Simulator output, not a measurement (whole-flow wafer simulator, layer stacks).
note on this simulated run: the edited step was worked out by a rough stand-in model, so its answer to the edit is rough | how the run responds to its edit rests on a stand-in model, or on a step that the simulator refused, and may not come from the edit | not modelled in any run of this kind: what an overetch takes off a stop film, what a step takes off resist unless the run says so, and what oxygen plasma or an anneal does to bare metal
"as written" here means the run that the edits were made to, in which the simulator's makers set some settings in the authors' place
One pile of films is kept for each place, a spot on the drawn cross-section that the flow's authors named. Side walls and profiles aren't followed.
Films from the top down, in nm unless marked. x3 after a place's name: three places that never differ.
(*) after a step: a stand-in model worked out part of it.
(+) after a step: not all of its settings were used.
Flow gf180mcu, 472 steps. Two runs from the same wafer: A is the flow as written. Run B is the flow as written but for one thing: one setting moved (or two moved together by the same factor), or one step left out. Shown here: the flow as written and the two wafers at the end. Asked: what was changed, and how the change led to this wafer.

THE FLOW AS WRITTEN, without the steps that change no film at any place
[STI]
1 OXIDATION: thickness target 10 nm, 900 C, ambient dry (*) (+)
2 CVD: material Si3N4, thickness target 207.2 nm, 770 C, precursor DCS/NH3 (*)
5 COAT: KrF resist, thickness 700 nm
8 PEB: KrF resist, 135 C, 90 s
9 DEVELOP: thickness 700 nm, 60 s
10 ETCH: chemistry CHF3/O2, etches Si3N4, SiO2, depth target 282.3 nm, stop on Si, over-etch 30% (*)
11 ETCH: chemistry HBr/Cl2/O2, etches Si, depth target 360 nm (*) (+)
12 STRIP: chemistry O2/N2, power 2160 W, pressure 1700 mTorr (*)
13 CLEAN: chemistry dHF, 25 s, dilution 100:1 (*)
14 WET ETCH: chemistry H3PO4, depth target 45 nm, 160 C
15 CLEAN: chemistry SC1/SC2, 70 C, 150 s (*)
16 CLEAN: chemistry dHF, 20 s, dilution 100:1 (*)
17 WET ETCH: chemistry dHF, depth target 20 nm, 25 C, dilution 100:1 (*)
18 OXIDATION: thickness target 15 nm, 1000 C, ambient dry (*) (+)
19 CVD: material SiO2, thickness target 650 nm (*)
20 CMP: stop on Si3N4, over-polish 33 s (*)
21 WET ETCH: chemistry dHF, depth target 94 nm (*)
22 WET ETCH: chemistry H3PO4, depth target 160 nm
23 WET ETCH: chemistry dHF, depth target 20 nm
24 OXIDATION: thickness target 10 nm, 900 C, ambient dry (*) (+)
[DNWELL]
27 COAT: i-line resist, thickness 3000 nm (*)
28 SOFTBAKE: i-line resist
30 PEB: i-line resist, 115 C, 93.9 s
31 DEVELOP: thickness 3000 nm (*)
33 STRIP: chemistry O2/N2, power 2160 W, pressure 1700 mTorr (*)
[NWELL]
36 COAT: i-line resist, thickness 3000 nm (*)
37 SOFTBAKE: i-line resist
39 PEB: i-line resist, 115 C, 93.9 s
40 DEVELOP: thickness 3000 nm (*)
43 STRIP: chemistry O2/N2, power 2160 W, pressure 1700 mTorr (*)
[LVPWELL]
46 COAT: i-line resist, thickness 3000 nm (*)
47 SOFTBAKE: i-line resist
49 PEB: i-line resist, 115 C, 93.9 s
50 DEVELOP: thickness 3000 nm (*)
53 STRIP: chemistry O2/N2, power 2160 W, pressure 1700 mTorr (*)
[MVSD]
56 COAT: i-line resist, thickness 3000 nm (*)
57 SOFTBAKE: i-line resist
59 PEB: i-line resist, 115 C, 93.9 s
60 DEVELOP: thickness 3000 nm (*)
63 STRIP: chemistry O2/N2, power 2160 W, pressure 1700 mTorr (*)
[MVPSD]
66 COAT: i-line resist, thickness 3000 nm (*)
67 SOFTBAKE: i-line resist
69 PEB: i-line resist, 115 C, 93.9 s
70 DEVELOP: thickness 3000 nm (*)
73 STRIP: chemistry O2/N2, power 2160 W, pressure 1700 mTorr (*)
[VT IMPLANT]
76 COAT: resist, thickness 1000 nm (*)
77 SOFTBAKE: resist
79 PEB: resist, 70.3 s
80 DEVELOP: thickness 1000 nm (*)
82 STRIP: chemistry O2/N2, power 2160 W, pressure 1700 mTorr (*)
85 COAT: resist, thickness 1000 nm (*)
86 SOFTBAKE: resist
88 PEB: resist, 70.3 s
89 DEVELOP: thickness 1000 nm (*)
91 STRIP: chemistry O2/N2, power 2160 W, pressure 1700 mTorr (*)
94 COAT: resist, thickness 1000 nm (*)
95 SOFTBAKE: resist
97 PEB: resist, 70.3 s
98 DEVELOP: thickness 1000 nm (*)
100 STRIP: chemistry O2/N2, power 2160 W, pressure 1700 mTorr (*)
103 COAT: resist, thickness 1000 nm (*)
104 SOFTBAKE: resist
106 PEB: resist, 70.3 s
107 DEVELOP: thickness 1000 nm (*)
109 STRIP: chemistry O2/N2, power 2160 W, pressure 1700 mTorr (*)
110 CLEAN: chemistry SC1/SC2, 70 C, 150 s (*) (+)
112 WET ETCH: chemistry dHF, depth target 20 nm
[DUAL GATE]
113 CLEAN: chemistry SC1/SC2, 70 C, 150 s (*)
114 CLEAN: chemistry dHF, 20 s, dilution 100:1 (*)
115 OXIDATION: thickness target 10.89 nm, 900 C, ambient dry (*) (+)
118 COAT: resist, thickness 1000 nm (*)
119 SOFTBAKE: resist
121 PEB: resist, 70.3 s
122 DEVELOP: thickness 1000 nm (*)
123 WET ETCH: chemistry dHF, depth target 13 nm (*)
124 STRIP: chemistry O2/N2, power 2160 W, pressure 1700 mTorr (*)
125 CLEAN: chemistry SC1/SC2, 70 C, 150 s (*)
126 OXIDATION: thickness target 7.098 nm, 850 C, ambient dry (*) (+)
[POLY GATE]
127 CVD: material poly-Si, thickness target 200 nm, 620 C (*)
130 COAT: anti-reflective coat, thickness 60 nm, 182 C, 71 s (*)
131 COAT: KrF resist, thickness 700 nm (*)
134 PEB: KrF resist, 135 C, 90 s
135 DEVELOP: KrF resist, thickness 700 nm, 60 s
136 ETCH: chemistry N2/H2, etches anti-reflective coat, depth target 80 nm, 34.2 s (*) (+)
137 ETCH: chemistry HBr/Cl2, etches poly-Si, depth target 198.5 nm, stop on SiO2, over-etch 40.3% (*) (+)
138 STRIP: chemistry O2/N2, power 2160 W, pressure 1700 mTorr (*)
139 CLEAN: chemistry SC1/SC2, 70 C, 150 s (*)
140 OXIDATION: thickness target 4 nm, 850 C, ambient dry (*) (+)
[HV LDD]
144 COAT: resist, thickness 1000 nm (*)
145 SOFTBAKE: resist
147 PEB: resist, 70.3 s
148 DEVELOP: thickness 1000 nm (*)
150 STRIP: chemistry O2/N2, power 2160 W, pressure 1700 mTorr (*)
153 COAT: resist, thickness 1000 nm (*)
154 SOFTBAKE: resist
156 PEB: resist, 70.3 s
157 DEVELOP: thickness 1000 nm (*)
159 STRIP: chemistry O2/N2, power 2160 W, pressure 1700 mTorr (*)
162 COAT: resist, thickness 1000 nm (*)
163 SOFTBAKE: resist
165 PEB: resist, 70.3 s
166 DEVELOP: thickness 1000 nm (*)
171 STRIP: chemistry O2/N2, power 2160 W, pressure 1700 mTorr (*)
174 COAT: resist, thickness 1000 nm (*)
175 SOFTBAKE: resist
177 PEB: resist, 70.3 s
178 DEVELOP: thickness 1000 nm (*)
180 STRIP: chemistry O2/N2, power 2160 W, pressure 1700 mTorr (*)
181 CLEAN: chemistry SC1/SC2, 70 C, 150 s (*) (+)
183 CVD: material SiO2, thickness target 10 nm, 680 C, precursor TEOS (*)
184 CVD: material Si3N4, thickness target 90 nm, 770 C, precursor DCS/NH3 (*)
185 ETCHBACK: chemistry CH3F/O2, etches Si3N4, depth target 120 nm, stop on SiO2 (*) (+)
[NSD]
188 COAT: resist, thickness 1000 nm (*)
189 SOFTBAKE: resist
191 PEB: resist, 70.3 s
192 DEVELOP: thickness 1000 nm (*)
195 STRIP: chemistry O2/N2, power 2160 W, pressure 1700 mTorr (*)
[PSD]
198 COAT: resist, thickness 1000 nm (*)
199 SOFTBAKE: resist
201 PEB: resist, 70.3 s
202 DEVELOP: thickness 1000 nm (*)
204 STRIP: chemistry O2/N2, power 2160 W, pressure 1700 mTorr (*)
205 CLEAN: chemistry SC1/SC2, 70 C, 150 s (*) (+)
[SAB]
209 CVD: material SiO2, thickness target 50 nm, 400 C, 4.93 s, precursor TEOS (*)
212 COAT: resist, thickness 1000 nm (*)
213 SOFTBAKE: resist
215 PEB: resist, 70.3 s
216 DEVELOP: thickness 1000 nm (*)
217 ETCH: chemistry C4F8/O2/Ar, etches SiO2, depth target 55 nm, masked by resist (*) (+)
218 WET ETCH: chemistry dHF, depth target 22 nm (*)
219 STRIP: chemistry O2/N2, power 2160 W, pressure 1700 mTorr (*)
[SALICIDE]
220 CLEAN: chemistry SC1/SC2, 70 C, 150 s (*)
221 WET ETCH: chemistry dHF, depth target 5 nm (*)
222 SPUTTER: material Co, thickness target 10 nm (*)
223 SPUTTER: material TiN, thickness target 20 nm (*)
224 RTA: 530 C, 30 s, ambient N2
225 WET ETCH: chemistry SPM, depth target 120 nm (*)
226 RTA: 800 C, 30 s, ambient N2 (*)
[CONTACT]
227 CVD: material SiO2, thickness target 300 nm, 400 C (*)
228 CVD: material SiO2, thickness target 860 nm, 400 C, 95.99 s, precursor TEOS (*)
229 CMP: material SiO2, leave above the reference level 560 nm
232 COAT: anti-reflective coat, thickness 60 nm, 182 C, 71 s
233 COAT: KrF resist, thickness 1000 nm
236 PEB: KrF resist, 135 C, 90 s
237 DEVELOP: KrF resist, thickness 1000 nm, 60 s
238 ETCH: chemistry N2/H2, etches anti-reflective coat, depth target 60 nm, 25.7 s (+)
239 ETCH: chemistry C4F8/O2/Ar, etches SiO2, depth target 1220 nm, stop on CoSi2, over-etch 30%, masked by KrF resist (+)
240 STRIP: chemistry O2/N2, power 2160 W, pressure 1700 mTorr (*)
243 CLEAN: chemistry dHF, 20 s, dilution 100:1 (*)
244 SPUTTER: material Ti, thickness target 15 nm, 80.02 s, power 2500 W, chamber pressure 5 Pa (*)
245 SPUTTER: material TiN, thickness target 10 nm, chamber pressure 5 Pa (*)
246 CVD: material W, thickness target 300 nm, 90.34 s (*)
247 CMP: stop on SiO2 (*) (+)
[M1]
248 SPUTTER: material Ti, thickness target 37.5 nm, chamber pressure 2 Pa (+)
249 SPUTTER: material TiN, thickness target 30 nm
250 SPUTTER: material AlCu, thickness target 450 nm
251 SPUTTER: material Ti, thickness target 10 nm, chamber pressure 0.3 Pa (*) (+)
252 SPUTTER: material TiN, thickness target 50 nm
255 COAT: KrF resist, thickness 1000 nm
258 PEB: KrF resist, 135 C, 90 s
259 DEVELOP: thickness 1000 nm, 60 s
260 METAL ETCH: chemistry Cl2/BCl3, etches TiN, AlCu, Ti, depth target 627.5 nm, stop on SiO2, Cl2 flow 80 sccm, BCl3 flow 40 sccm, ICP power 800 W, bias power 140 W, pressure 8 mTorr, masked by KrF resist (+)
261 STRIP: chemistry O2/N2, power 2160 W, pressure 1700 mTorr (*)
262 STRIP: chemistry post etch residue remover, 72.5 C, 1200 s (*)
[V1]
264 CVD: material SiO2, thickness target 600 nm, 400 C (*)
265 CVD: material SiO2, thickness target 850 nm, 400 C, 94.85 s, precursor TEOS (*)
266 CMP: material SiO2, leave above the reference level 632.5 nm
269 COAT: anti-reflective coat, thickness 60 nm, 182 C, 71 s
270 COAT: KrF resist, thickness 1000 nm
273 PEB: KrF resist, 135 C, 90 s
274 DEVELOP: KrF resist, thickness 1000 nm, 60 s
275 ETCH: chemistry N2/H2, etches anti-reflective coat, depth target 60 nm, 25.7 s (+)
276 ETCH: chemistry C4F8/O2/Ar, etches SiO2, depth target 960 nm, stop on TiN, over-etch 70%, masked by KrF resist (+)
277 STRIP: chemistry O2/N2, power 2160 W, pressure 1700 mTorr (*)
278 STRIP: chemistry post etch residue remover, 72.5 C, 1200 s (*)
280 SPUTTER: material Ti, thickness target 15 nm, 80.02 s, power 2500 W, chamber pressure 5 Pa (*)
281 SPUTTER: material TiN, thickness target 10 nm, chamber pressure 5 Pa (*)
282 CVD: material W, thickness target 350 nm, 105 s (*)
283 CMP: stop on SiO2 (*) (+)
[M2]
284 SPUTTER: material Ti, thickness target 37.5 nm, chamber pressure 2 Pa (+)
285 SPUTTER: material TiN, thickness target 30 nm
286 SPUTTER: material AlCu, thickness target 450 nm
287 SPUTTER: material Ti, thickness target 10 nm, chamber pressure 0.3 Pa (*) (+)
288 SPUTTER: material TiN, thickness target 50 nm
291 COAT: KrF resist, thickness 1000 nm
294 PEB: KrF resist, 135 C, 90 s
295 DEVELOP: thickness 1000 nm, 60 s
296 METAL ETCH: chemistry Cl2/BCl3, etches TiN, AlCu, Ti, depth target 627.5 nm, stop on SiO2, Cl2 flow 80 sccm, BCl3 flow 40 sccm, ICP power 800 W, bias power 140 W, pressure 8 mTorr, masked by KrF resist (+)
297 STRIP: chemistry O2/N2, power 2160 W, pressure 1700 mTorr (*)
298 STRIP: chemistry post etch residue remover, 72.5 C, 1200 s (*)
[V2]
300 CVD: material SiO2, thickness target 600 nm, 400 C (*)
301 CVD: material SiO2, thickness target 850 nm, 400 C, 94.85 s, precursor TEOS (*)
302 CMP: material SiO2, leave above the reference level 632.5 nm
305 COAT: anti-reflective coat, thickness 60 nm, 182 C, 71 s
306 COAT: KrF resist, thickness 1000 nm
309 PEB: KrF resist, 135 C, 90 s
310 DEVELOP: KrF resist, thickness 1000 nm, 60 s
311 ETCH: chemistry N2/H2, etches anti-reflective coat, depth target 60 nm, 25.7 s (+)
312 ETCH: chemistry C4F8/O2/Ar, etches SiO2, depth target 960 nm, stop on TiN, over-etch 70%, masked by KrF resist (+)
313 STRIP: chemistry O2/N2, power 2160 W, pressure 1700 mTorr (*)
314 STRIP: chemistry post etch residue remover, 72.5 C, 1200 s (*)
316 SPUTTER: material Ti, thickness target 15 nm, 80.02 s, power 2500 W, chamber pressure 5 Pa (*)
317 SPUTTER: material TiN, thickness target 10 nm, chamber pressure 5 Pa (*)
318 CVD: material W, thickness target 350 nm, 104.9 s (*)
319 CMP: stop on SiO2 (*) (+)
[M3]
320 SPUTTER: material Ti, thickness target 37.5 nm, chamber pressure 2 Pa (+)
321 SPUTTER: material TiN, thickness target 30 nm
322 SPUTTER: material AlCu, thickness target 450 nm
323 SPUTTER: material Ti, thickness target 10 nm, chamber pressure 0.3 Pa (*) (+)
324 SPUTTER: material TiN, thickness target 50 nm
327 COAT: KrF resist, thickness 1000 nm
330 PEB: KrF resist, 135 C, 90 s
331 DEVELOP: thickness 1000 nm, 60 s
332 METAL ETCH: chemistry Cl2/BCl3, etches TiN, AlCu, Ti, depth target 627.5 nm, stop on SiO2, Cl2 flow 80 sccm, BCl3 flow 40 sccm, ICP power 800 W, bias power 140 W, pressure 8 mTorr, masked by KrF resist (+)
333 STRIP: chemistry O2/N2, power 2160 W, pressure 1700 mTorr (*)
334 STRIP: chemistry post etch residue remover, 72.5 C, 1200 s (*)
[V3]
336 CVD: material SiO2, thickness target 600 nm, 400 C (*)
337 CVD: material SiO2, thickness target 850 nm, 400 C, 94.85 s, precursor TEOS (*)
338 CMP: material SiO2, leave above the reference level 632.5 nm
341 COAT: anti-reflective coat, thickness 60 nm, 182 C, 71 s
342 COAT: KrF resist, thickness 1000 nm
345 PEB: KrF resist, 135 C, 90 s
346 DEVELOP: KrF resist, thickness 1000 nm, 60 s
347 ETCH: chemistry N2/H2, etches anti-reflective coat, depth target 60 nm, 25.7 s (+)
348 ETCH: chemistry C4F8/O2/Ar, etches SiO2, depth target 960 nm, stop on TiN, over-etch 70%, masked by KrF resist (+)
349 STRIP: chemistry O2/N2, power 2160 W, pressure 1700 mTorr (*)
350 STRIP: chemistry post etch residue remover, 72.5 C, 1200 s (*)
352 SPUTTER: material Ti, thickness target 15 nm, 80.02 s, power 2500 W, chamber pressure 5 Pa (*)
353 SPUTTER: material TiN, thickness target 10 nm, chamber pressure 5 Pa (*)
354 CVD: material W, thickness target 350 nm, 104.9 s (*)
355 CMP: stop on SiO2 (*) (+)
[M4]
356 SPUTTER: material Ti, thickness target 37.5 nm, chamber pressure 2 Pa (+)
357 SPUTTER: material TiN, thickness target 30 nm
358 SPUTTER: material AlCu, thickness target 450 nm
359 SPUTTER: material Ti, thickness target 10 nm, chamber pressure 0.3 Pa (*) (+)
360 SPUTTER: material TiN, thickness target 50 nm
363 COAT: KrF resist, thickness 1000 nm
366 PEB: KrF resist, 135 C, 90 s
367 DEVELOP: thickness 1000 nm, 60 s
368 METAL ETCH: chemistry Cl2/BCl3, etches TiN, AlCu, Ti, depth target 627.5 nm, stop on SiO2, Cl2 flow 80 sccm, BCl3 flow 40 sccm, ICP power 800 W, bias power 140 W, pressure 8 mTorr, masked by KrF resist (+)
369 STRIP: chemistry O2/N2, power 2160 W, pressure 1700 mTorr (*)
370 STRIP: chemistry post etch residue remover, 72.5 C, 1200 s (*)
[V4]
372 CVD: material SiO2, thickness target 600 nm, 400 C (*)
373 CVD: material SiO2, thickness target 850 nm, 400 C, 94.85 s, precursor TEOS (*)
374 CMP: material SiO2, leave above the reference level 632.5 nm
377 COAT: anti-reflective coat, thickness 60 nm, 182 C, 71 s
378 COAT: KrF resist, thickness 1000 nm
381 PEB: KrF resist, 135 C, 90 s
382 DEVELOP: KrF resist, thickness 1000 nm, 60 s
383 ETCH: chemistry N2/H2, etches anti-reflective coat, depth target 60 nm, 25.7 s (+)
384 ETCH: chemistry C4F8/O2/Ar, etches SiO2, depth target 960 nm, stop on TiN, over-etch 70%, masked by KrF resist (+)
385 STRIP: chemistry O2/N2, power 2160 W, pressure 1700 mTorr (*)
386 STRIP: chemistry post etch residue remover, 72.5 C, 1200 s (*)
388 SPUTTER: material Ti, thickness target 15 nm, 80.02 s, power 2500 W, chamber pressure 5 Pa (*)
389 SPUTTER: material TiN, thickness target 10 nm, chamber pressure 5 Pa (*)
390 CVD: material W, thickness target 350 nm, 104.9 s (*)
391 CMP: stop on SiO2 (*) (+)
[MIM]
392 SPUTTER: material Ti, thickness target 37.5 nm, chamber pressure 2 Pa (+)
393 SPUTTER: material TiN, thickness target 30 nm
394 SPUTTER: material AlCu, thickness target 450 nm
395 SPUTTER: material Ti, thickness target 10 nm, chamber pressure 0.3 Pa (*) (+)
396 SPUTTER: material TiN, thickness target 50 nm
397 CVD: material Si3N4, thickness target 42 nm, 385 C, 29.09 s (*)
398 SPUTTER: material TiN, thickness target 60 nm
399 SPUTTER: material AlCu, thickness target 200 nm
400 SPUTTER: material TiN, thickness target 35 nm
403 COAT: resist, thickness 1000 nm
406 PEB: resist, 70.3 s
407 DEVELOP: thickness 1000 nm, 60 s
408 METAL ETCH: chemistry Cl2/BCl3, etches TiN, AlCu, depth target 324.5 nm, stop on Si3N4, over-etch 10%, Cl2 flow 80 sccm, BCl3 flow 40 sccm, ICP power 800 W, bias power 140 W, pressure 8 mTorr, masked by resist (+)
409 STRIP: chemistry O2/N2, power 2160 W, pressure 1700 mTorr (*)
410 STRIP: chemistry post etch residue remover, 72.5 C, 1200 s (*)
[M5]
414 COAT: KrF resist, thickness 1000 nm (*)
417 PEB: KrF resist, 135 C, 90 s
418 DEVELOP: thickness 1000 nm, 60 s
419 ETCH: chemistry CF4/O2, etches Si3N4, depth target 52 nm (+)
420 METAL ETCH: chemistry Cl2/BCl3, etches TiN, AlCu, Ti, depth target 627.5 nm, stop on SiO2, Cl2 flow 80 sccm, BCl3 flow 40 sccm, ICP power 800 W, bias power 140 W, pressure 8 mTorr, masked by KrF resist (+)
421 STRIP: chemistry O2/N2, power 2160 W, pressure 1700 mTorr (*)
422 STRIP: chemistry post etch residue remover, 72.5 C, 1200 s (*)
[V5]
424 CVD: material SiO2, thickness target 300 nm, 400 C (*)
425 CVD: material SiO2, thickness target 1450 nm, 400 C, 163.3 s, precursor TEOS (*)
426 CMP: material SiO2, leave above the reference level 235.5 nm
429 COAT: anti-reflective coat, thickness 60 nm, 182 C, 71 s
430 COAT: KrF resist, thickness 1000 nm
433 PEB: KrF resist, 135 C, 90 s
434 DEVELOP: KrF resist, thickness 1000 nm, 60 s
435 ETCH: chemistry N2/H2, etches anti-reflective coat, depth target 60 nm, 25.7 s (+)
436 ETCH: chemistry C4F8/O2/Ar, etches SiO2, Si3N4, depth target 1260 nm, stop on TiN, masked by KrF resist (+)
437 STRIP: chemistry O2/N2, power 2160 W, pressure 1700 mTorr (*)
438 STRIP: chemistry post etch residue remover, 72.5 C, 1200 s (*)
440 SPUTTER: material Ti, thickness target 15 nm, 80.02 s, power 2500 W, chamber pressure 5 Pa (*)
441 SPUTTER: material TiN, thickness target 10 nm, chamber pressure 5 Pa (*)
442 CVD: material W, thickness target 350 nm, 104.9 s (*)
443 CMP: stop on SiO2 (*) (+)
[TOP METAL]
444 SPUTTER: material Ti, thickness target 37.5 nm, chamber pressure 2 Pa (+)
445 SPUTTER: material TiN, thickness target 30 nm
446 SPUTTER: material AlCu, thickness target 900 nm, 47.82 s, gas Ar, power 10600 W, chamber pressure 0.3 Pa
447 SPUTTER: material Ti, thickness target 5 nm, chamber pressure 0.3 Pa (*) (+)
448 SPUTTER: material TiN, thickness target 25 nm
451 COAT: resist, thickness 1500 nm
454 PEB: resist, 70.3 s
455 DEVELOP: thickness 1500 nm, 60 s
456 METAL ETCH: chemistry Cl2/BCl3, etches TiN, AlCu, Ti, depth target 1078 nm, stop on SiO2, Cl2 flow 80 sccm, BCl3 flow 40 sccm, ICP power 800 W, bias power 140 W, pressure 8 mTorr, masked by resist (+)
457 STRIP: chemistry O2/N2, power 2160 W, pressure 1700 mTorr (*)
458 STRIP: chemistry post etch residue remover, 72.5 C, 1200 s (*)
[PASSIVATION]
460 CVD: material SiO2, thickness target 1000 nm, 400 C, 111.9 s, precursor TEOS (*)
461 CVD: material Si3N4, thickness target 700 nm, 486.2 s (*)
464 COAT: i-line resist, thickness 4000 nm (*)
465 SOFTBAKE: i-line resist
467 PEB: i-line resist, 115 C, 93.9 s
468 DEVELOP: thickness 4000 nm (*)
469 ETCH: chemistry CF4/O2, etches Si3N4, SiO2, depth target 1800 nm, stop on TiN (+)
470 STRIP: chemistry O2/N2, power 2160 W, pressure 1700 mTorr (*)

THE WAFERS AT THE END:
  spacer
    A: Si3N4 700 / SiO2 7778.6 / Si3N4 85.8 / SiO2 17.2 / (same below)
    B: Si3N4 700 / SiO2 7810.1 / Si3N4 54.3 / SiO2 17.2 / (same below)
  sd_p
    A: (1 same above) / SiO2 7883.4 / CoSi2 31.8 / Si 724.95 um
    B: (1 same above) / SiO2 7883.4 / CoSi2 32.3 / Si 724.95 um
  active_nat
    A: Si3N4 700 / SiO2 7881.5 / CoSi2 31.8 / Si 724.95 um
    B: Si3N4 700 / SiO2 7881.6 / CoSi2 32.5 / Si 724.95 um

The cause: step 184, CVD: thickness target 58.5 nm was run, where the flow has thickness target 90 nm.

How the change led to this, step by step:
  184 CVD: material Si3N4, thickness target 90 nm, 770 C, precursor DCS/NH3 (*)
      field, field__w1, field__w2 and 101 more: A Si3N4 +90 (new film) | B Si3N4 +58.5 (new film)
  185 ETCHBACK: chemistry CH3F/O2, etches Si3N4, depth target 120 nm, stop on SiO2 (*) (+)
      field, field__w1, field__w2 and 100 more: A Si3N4 -90 (all of it), SiO2 -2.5 | B Si3N4 -58.5 (all of it), SiO2 -5.12
  188 COAT: resist, thickness 1000 nm (*)
      spacer: A resist +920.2 (new film) | B resist +948.9 (new film)
  189 SOFTBAKE: resist
      field: A resist +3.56 | B resist -0.34
      field__w6: A resist +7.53 | B resist +6.95
      (and at 9 more places)
  191 PEB: resist, 70.3 s
      spacer: A resist -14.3 | B resist -14.9
  192 DEVELOP: thickness 1000 nm (*)
      spacer: A resist -905.9 (all of it) | B resist -934 (all of it)
  195 STRIP: chemistry O2/N2, power 2160 W, pressure 1700 mTorr (*)
      field: A resist -1026.7 (all of it) | B resist -1005.8 (all of it)
  198 COAT: resist, thickness 1000 nm (*)
      spacer: A resist +920.2 (new film) | B resist +948.9 (new film)
  199 SOFTBAKE: resist
      field: A resist +3.56 | B resist -0.34
      field__w6: A resist +7.53 | B resist +6.95
      (and at 9 more places)
  201 PEB: resist, 70.3 s
      spacer: A resist -14.3 | B resist -14.9
  204 STRIP: chemistry O2/N2, power 2160 W, pressure 1700 mTorr (*)
      field: A resist -1026.7 (all of it) | B resist -1005.8 (all of it)
      spacer: A resist -905.9 (all of it) | B resist -934 (all of it)
  212 COAT: resist, thickness 1000 nm (*)
      spacer: A resist +919.4 (new film) | B resist +948 (new film)
  213 SOFTBAKE: resist
      field__w9: A resist -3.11 | B resist +6.7
      field__w5: A resist +7.65 | B resist +6.95
      (and at 7 more places)
  216 DEVELOP: thickness 1000 nm (*)
      spacer: A resist -905.1 (all of it) | B resist -933.2 (all of it)
  218 WET ETCH: chemistry dHF, depth target 22 nm (*)
      gate, gate_hv, gate_p and 23 more: A SiO2 -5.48 (all of it) | B SiO2 -2.85 (all of it)
      active, p_well, sd_n, iso_ptap_pw, iso_ntap_nw, iso_ptap_sub, vpnp_e: A SiO2 -9.01 (all of it) | B SiO2 -6.39 (all of it)
      (and at 16 more places)
  222 SPUTTER: material Co, thickness target 10 nm (*)
      field__w2: A Co +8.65 (new film) | B Co +9.28 (new film)
      field__w3: A Co +8.06 (new film) | B Co +8.9 (new film)
      (and at 4 more places)
  ... 4 more steps ...
  229 CMP: material SiO2, leave above the reference level 560 nm
      spacer: A SiO2 -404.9 | B SiO2 -373.4
